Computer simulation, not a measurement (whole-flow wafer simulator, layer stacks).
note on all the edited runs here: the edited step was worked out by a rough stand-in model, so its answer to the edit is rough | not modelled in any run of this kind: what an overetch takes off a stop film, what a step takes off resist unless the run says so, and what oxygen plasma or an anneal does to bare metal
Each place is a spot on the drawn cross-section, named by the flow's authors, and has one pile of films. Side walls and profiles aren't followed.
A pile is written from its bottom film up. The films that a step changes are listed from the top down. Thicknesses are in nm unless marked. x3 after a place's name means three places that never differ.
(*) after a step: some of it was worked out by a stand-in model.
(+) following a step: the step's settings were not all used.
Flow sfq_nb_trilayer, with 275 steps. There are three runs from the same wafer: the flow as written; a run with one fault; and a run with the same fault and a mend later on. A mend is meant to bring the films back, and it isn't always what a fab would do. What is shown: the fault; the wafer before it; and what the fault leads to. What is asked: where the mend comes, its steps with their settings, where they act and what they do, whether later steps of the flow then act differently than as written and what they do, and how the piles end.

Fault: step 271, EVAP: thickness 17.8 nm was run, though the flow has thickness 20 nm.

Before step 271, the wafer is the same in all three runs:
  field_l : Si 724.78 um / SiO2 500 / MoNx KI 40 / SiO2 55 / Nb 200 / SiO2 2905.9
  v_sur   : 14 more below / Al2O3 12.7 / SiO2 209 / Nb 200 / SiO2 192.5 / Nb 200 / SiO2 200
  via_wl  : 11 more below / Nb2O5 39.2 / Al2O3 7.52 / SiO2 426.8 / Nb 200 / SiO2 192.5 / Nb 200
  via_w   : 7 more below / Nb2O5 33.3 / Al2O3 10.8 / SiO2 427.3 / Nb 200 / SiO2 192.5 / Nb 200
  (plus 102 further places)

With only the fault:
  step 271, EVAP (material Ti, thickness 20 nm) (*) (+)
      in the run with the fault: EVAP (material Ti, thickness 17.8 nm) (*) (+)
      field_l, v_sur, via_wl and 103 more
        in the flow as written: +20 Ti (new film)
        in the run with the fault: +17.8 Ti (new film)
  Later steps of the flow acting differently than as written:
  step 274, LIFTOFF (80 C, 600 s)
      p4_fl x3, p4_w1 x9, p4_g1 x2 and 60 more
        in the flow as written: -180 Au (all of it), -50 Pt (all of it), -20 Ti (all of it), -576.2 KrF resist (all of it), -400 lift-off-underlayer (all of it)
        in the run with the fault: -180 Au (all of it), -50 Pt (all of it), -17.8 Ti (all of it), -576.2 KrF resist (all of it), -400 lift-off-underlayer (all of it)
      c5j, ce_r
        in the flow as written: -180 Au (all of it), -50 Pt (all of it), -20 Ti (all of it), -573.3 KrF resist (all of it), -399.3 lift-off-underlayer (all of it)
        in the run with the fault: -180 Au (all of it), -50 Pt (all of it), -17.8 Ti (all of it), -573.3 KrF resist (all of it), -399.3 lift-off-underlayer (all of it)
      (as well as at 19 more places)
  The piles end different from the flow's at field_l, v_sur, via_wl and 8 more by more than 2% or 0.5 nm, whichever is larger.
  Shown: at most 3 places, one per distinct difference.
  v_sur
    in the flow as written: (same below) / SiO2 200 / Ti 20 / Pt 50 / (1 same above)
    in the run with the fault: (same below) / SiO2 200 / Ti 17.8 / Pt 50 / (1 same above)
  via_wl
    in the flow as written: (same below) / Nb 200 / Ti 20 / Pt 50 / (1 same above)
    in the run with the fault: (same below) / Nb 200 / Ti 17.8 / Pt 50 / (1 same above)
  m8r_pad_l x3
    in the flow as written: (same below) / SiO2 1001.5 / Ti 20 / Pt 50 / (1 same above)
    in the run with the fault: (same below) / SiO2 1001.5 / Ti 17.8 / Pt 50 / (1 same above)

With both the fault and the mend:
  The mend stands after step 271.
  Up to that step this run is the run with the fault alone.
  step 271a, EVAP (material Ti, thickness 2.2 nm) (*) (the flow's step 271, run once more with other settings)
      field_l, v_sur, via_wl and 103 more
        +2.2 Ti
  None of the later steps of the flow acts differently than as written at any place that is followed.
  By the end, the piles equal the flow's at every place that both follow.
